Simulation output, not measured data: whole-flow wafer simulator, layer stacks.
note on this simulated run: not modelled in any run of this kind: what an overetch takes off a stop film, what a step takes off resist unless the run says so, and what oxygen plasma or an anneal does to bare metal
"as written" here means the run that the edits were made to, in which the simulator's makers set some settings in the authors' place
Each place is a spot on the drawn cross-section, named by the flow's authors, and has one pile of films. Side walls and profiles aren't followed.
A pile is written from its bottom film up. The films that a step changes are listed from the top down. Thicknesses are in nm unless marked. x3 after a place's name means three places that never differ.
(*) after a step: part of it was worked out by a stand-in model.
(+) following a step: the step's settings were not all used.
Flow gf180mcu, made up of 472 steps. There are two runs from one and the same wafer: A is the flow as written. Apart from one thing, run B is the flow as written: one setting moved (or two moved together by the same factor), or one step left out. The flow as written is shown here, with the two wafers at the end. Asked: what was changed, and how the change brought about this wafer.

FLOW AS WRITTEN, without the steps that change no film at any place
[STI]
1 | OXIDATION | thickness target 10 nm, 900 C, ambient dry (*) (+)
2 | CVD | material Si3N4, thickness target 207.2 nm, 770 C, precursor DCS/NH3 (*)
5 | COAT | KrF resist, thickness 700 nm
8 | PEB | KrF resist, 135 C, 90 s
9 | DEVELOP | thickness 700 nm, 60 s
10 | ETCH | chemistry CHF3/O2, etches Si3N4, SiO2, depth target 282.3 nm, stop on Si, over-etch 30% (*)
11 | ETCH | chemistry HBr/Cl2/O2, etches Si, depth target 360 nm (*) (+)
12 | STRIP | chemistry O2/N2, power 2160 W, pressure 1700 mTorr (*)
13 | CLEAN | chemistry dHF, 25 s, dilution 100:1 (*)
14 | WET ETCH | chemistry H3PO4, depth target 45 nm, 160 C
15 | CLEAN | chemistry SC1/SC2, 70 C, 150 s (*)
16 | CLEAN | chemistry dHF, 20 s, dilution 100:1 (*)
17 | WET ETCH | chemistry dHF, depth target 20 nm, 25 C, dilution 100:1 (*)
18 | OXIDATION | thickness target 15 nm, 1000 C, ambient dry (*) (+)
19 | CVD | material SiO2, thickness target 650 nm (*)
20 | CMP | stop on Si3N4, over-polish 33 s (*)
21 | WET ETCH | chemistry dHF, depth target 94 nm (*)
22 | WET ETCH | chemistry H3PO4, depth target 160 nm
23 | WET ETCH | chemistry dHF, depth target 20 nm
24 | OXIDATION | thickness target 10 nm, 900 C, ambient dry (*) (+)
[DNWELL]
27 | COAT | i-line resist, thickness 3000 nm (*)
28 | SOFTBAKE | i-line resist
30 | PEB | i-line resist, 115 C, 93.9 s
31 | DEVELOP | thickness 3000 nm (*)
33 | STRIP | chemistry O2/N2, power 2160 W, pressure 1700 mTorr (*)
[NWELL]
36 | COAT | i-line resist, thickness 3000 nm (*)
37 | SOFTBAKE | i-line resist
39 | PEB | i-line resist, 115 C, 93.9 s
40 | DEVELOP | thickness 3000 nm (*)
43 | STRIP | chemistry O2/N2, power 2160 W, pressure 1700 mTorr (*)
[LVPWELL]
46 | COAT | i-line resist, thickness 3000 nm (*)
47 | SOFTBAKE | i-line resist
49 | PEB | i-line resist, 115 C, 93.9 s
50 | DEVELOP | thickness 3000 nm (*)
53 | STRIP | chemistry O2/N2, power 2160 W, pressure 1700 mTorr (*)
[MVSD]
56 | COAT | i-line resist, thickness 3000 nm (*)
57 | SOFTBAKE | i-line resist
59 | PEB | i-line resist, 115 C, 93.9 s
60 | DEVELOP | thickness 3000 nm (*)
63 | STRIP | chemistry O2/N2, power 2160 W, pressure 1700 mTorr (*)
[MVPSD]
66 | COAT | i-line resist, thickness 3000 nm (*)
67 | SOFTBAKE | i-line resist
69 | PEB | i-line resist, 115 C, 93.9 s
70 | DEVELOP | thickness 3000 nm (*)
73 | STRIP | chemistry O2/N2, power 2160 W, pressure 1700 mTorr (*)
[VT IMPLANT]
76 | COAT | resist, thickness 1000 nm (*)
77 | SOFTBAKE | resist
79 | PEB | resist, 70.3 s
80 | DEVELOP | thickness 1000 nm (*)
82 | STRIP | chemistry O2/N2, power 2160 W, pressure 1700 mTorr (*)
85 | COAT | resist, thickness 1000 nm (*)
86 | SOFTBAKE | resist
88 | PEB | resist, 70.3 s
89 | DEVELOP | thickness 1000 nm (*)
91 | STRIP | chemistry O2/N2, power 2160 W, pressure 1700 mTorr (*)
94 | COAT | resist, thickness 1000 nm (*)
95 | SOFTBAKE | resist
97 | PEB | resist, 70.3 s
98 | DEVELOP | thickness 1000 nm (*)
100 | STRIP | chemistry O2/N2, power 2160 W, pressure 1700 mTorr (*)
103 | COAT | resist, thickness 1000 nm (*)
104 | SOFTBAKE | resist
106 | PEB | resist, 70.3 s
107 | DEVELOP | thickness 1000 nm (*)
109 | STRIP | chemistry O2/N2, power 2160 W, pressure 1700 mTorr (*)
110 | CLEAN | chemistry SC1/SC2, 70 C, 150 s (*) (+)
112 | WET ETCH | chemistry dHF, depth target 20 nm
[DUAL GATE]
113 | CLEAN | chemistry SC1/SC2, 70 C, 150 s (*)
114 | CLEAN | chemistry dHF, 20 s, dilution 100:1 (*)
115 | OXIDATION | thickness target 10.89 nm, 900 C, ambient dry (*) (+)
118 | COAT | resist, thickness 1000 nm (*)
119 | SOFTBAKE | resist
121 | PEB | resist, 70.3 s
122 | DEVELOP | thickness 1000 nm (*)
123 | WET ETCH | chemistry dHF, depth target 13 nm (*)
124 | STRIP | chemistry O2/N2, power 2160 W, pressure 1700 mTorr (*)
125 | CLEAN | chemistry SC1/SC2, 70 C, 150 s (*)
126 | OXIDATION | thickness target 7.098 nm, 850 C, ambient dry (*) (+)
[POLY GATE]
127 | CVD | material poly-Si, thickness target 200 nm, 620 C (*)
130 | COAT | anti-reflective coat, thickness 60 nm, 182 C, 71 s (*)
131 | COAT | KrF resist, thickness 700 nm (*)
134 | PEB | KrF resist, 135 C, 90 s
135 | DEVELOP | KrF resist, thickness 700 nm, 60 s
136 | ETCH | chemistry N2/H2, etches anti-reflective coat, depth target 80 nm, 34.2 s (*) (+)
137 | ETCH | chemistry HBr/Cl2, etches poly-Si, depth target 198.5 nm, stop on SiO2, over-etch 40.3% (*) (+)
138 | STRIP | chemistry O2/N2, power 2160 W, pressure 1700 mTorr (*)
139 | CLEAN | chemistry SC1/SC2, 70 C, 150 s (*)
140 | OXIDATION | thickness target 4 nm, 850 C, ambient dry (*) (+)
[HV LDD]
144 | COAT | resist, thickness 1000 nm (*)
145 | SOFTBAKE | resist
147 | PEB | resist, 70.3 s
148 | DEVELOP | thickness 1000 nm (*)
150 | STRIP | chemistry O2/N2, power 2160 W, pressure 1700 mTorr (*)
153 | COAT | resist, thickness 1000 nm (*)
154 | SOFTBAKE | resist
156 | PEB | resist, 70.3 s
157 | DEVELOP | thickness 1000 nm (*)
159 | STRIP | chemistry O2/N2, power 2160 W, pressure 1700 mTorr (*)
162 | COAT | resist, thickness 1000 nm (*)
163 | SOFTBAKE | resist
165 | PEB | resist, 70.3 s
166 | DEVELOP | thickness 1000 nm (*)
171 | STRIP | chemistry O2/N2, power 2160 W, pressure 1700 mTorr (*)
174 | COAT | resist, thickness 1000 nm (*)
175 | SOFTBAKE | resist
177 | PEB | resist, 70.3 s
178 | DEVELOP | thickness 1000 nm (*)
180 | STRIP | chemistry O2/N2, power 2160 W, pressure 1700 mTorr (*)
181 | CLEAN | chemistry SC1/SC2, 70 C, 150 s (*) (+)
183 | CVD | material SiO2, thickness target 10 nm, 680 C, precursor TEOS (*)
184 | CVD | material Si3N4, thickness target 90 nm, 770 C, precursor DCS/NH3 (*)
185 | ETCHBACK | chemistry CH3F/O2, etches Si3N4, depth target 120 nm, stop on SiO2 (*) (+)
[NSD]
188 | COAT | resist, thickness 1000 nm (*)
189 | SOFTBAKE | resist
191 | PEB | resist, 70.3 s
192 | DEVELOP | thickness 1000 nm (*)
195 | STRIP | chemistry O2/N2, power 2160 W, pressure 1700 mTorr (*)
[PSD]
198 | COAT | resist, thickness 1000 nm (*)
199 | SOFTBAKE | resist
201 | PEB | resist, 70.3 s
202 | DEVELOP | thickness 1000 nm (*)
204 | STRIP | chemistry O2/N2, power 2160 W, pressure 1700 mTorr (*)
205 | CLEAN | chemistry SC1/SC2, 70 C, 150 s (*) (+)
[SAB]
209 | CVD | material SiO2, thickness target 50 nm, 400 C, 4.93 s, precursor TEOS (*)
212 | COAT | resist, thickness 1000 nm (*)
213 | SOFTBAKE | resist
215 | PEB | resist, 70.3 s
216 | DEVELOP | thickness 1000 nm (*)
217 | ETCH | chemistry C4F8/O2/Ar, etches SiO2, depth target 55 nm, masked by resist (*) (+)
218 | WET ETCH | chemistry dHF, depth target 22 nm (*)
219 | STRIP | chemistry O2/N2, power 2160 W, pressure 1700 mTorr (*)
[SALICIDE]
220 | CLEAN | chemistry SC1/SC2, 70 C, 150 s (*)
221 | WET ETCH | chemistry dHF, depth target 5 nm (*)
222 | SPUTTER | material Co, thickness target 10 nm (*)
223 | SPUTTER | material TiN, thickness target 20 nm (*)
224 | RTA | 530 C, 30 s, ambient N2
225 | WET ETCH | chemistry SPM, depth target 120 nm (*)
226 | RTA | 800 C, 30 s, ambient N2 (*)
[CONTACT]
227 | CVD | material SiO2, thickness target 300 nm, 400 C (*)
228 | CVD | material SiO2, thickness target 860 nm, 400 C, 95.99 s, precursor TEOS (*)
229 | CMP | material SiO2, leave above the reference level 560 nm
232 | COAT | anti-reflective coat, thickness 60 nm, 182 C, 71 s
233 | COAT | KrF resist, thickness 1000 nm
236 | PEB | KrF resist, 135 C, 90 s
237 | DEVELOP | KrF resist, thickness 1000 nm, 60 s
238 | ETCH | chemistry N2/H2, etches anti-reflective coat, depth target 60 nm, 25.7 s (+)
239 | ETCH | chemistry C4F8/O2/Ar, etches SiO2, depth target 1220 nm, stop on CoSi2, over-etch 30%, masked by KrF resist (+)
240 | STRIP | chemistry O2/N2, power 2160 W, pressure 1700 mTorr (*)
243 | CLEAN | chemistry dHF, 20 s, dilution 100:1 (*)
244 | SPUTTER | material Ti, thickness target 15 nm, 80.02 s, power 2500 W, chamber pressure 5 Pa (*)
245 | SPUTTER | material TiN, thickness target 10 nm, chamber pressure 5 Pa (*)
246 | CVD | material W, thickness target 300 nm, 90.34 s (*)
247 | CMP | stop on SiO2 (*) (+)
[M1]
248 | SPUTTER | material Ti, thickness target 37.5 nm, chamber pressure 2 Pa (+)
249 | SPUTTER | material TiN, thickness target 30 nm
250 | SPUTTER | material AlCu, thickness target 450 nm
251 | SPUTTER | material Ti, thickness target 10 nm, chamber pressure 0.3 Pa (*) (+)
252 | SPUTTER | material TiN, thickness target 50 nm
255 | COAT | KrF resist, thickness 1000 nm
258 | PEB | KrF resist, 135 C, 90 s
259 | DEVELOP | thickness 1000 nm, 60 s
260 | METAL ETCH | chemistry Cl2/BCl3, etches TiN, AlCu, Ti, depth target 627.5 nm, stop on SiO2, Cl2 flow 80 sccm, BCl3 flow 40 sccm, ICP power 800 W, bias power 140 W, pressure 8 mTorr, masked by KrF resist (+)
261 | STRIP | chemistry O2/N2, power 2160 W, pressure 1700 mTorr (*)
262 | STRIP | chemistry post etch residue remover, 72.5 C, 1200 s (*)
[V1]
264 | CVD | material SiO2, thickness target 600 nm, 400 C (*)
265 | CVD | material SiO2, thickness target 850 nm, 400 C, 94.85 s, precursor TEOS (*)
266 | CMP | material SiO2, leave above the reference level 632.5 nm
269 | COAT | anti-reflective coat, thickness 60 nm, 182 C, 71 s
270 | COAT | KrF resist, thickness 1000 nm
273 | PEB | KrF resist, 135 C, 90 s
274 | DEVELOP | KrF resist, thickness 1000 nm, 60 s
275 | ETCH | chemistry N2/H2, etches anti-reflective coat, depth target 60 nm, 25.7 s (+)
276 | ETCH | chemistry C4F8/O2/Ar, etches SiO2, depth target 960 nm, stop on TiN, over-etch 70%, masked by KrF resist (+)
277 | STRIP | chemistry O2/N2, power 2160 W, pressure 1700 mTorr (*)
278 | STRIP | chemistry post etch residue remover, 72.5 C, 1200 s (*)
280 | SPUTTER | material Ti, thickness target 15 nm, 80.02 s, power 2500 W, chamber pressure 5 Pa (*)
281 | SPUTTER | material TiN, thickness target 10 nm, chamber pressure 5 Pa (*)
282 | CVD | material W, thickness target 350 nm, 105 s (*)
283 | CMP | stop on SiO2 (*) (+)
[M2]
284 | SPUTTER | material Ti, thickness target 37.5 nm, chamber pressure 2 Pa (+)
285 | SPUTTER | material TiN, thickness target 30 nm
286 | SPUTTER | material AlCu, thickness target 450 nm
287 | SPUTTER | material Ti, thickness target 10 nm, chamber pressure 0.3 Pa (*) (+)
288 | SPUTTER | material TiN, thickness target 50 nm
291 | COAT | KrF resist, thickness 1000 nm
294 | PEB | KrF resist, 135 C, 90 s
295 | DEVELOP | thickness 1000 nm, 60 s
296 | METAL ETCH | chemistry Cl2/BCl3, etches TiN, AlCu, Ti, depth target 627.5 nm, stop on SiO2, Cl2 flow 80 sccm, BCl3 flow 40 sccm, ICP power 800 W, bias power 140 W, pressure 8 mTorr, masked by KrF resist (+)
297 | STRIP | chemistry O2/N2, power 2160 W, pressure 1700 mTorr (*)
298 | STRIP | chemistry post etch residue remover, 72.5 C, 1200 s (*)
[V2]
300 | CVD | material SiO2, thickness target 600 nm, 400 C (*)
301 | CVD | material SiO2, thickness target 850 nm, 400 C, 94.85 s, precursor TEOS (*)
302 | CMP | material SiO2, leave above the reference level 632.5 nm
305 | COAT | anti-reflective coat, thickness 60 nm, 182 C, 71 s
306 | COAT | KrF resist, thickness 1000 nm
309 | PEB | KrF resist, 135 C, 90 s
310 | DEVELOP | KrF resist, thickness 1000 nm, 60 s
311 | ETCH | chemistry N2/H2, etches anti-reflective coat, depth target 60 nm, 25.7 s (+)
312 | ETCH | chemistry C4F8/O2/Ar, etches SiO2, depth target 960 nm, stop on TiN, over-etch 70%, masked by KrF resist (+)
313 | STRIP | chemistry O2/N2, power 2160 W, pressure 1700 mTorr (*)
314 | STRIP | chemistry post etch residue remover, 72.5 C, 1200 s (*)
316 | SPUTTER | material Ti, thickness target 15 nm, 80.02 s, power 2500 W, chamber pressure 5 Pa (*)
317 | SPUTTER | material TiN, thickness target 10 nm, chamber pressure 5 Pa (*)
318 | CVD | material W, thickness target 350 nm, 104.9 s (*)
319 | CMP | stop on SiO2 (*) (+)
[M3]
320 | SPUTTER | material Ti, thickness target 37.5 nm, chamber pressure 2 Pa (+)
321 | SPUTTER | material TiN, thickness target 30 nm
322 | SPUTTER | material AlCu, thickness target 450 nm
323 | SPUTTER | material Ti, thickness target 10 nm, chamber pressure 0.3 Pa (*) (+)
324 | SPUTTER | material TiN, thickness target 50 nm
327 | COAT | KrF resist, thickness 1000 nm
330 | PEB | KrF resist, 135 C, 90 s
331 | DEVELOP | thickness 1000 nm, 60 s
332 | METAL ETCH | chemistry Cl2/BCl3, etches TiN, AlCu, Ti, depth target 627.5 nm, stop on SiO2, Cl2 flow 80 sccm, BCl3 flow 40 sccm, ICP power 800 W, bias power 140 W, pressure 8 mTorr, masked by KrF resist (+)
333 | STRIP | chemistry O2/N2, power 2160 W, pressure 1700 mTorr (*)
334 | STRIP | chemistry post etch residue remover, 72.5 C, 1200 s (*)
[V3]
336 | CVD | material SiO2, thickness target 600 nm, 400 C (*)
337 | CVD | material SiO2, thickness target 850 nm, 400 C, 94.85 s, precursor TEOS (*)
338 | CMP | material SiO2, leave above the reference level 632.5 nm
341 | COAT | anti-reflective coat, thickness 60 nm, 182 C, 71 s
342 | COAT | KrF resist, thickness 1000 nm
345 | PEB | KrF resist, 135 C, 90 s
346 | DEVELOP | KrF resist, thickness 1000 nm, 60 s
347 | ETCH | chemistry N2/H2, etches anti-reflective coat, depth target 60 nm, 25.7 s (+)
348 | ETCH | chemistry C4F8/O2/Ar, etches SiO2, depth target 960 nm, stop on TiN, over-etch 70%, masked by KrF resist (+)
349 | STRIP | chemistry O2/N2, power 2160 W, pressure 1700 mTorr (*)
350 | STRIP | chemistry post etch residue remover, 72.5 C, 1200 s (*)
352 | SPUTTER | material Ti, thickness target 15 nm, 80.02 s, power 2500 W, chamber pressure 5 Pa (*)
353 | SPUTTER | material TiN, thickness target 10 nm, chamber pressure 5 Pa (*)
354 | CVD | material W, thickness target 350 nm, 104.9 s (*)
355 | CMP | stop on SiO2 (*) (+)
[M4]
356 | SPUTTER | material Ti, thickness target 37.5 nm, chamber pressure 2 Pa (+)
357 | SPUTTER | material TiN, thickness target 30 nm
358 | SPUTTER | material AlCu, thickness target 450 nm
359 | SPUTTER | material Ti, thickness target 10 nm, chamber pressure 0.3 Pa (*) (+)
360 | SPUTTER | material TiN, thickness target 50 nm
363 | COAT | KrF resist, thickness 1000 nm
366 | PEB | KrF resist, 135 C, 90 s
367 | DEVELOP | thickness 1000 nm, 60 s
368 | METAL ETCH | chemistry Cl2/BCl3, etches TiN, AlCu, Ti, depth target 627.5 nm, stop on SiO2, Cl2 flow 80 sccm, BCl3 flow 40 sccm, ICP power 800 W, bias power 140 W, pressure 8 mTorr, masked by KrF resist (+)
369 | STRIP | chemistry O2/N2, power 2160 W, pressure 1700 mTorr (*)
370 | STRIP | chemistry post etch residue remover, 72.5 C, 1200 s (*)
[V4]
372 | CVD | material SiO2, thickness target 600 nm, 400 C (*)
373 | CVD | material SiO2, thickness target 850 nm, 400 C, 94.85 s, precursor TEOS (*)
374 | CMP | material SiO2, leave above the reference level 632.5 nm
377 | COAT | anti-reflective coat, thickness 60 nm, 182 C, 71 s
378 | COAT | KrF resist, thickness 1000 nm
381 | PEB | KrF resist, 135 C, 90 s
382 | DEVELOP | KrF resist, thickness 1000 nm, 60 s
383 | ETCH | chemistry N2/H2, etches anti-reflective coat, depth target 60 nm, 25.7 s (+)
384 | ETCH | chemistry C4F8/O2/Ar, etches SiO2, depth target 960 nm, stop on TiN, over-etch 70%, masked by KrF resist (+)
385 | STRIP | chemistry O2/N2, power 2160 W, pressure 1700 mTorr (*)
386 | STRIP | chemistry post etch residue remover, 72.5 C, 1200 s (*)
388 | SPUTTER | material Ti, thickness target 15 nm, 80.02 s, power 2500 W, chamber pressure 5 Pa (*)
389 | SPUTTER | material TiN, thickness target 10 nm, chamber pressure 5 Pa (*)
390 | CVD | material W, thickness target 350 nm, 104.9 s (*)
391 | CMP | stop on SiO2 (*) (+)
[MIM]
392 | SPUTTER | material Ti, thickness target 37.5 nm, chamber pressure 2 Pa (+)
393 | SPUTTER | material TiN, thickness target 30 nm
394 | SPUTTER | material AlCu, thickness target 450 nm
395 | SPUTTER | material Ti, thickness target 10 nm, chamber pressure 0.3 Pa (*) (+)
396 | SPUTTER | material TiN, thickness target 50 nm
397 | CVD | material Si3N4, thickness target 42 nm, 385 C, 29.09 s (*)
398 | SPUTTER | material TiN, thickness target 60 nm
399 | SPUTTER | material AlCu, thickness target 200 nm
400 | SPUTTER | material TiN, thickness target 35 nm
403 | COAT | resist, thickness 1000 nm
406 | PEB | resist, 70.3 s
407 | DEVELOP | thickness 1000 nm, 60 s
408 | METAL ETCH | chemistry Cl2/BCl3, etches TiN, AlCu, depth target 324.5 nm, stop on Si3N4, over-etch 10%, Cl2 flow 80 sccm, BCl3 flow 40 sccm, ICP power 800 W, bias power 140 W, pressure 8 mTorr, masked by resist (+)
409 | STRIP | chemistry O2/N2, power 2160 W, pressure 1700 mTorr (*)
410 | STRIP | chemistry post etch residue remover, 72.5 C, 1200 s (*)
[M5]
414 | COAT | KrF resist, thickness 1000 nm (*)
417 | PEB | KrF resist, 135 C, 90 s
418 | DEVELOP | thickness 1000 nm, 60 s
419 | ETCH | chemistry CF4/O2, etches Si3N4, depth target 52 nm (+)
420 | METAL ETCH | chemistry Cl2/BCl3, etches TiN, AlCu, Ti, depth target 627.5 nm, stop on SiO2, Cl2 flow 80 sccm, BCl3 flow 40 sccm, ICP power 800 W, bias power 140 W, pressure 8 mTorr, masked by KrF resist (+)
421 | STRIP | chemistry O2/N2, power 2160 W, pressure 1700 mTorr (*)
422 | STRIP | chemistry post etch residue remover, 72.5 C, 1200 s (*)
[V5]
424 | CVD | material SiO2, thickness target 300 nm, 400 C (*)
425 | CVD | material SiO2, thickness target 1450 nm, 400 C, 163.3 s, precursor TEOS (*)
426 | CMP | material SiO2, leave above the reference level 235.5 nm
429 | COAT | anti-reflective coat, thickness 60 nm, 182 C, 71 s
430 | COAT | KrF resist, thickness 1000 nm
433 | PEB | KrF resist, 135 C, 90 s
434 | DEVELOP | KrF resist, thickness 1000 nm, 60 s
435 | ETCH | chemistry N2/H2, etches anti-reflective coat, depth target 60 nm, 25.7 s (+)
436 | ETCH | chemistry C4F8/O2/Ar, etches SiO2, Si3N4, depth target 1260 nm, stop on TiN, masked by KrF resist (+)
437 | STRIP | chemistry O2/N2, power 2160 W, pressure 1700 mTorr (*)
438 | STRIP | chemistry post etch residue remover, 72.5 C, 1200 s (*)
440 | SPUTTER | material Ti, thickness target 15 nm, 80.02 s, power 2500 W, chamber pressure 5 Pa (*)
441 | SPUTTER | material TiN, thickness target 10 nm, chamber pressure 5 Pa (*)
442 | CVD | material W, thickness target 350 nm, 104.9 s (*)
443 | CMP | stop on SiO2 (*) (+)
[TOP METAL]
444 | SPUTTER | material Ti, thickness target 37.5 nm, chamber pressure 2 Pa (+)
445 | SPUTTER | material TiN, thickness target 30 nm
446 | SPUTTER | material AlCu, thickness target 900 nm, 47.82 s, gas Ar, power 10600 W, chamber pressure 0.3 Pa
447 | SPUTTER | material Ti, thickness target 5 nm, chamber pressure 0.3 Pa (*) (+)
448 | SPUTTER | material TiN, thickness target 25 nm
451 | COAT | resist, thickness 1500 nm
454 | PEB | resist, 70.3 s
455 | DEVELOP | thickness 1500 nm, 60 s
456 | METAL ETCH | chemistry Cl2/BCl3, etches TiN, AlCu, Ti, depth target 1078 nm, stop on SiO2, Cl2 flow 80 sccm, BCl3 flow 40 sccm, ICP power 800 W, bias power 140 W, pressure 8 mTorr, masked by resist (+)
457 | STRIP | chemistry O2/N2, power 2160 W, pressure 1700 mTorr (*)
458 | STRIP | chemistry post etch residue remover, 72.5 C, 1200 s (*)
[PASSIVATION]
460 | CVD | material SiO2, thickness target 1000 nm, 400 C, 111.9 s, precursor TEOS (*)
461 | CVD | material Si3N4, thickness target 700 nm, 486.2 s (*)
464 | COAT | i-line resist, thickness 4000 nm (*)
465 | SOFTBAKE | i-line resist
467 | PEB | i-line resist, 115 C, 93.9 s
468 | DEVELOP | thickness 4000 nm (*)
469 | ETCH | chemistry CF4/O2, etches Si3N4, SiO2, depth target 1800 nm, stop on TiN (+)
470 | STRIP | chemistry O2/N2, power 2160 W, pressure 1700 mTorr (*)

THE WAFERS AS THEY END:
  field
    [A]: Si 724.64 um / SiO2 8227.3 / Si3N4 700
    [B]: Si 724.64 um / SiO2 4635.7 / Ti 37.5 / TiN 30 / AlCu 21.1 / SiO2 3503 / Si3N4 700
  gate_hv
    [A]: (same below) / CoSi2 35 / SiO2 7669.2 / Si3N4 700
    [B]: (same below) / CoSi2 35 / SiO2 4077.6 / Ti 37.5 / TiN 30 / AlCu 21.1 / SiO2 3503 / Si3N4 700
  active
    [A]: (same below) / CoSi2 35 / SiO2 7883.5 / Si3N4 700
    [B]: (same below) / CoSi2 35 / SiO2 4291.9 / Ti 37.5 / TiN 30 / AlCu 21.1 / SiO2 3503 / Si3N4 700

The reason: step 368, METAL ETCH: depth target 483.2 nm was run, though the flow has depth target 627.5 nm.

How this came from the change, step by step:
  368 | METAL ETCH | chemistry Cl2/BCl3, etches TiN, AlCu, Ti, depth target 627.5 nm, stop on SiO2, Cl2 flow 80 sccm, BCl3 flow 40 sccm, ICP power 800 W, bias power 140 W, pressure 8 mTorr, masked by KrF resist (+)
      field, field__w1, field__w2 and 103 more: A TiN loses 50 (all of it), Ti loses 10 (all of it), AlCu loses 450 (all of it), TiN loses 30 (all of it), Ti loses 37.5 (all of it) | B TiN loses 50 (all of it), Ti loses 10 (all of it), AlCu loses 423.2
      field__w8, contact, m1, m1__w1, m1_nw: A KrF resist loses 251 | B KrF resist loses 193.3
  369 | STRIP | chemistry O2/N2, power 2160 W, pressure 1700 mTorr (*)
      field__w8, contact, m1, m1__w1, m1_nw: A KrF resist loses 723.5 (all of it) | B KrF resist loses 781.2 (all of it)
  370 | STRIP | chemistry post etch residue remover, 72.5 C, 1200 s (*)
      field, field__w1, field__w2 and 103 more: A nothing | B AlCu loses 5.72
  372 | CVD | material SiO2, thickness target 600 nm, 400 C (*)
      field, field__w1, field__w2 and 103 more: A SiO2 gains 600 | B SiO2 gains 600 (new film)
  374 | CMP | material SiO2, leave above the reference level 632.5 nm
      field, field__w1, field__w2 and 103 more: A SiO2 loses 300 | B SiO2 loses 388.6
With metal films that touch counted as one body, field has 1 body; the flow as written gives 0 bodies.
With metal films that touch counted as one body, gate_hv has 2 bodies (between them, from the top down: SiO2 4077.6); the flow as written gives 1 body.
With metal films that touch counted as one body, active has 2 bodies (between them, from the top down: SiO2 4291.9); the flow as written gives 1 body.
